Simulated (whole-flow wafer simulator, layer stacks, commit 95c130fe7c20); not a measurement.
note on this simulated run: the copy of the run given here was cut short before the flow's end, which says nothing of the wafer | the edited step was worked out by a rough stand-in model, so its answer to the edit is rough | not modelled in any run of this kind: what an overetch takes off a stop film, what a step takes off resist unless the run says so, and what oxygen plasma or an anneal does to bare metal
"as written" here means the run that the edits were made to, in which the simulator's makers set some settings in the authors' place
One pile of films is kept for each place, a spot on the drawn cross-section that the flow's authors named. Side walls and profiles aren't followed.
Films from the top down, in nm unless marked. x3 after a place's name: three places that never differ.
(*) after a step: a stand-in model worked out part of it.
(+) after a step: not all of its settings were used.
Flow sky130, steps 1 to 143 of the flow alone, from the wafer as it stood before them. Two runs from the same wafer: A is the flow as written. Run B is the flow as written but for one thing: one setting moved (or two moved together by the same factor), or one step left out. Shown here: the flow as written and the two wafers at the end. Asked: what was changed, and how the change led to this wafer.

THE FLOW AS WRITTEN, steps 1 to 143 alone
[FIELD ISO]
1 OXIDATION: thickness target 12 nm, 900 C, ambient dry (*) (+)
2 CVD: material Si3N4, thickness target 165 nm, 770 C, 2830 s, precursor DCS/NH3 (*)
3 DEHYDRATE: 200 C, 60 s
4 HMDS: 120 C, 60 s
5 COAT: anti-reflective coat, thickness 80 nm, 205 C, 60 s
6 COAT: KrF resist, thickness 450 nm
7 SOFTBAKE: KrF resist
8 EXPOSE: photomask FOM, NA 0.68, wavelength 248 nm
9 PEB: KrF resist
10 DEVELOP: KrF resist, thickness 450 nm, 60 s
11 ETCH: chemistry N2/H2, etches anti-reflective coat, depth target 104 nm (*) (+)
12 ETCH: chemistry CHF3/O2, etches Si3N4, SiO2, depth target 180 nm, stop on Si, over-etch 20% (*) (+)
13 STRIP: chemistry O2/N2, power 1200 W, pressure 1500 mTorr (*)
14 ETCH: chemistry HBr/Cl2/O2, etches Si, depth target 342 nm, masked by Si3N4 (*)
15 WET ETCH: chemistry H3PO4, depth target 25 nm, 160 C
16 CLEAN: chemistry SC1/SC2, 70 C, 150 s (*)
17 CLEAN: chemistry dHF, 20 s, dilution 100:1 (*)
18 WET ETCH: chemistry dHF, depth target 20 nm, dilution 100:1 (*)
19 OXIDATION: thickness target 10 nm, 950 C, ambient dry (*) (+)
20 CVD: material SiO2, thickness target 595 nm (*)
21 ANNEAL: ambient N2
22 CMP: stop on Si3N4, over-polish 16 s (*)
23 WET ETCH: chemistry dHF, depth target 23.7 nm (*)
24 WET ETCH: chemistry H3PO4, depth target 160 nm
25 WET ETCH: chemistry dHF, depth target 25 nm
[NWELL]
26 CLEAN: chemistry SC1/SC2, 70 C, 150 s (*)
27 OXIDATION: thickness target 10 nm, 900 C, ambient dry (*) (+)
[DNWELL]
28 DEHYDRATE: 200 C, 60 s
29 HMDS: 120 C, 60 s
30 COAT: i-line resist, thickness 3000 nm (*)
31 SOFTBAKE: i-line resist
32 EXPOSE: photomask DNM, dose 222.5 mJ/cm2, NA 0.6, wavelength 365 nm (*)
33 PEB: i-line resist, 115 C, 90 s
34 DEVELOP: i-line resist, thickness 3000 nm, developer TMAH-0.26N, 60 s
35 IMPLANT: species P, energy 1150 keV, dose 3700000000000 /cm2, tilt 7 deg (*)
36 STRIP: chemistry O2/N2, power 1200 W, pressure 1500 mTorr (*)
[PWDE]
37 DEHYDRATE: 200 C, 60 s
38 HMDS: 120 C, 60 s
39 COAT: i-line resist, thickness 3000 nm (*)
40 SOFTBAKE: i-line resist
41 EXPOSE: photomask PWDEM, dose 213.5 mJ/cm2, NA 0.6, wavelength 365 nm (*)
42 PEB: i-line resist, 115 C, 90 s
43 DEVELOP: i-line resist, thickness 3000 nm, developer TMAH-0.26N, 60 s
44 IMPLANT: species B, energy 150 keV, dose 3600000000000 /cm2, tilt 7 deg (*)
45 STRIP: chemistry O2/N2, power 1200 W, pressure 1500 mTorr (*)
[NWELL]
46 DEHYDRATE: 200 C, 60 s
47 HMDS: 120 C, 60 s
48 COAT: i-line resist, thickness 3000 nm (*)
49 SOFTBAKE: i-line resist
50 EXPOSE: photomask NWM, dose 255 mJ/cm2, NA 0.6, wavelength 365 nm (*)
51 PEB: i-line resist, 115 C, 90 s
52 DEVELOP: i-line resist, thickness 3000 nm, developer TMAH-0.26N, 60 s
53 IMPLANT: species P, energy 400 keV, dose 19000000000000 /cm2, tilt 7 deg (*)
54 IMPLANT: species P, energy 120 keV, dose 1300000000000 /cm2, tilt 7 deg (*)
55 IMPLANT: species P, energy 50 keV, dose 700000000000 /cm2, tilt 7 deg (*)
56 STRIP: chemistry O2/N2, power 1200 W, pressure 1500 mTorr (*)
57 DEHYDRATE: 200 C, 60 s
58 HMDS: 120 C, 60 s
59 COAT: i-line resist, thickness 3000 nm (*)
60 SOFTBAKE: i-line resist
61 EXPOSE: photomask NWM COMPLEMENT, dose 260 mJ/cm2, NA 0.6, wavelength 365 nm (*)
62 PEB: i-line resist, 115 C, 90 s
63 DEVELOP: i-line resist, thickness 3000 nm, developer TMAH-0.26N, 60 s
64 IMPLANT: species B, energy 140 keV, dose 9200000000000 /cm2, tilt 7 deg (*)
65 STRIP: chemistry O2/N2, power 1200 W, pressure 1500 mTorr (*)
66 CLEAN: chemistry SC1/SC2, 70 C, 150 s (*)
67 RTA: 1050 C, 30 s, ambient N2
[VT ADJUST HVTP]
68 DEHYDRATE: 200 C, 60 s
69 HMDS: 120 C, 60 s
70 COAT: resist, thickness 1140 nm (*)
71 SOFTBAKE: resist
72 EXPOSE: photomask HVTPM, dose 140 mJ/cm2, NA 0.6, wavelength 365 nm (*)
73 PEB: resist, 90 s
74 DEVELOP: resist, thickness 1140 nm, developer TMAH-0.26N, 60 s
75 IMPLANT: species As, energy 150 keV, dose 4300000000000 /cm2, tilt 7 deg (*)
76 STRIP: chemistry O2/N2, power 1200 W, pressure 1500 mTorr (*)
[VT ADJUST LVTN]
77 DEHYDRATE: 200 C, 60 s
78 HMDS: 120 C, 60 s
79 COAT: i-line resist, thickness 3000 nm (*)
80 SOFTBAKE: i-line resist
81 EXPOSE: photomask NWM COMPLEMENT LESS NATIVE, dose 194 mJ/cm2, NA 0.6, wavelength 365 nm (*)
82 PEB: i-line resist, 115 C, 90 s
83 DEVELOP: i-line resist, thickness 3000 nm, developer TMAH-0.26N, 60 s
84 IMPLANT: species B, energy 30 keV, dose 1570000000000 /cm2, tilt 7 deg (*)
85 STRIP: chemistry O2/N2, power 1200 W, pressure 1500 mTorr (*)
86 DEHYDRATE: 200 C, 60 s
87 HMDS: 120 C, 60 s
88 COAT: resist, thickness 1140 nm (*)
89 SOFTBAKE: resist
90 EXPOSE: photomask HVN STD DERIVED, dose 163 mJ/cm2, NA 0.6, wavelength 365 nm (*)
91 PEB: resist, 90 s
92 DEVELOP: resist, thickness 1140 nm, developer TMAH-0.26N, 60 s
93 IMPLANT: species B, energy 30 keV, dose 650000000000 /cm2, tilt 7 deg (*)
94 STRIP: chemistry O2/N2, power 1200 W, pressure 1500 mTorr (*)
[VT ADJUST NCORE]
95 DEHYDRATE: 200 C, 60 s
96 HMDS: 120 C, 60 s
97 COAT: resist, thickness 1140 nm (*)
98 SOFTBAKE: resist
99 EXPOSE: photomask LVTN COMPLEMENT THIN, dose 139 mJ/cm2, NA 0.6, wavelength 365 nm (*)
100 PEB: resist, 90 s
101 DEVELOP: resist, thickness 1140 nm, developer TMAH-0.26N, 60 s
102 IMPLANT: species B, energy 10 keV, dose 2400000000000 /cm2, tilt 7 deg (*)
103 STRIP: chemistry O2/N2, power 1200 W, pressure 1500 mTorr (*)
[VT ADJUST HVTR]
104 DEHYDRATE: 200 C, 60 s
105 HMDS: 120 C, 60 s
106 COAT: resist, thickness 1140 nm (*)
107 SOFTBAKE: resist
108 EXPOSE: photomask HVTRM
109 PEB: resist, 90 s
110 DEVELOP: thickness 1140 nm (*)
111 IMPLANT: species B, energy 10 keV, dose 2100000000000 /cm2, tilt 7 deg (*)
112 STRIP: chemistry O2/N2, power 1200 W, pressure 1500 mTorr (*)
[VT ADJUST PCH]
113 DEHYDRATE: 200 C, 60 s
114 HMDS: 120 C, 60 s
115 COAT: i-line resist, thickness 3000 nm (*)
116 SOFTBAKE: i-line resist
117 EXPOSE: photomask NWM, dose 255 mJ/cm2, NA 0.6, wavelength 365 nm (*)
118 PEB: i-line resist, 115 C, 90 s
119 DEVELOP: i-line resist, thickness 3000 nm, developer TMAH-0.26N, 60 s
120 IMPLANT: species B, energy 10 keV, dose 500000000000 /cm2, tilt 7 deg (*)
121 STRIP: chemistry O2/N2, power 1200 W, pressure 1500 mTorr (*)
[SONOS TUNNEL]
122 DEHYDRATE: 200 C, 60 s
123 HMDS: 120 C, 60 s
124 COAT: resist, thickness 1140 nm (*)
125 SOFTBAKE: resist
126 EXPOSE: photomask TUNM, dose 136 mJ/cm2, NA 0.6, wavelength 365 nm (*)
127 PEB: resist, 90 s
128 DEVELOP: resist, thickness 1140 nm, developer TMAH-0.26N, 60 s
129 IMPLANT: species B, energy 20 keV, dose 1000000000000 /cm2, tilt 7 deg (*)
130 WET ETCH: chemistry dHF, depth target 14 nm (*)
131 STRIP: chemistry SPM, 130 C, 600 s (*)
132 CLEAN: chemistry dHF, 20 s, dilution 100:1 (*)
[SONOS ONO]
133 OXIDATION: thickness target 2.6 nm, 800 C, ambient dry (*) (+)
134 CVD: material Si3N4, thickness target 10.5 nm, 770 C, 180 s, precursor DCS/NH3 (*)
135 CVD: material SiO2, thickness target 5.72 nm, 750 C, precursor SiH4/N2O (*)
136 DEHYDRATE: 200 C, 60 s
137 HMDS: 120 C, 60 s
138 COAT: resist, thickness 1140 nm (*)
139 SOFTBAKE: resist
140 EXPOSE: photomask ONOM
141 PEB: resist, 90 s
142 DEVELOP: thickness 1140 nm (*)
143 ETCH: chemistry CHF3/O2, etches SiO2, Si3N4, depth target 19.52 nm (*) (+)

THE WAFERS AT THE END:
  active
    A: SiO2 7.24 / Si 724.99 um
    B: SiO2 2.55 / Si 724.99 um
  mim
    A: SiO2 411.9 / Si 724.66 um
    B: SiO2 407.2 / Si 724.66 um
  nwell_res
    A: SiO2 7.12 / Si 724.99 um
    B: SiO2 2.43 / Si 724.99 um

The cause: step 134, CVD: 735 C was run, where the flow has 770 C.

How the change led to this, step by step:
  134 CVD: material Si3N4, thickness target 10.5 nm, 770 C, 180 s, precursor DCS/NH3 (*)
      field, active, n_well and 187 more: A Si3N4 +10.5 (new film) | B Si3N4 +5.81 (new film)
  143 ETCH: chemistry CHF3/O2, etches SiO2, Si3N4, depth target 19.52 nm (*) (+)
      field, active, p_well x5 and 179 more: A SiO2 -5.72 (all of it), Si3N4 -10.5 (all of it), SiO2 -3.3 | B SiO2 -5.72 (all of it), Si3N4 -5.81 (all of it), SiO2 -7.99
      n_well, sonos_sd: A SiO2 -5.72 (all of it), Si3N4 -10.5 (all of it), SiO2 -2.6 (all of it), Si -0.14 | B SiO2 -5.72 (all of it), Si3N4 -5.81 (all of it), SiO2 -2.6 (all of it), Si -1.08
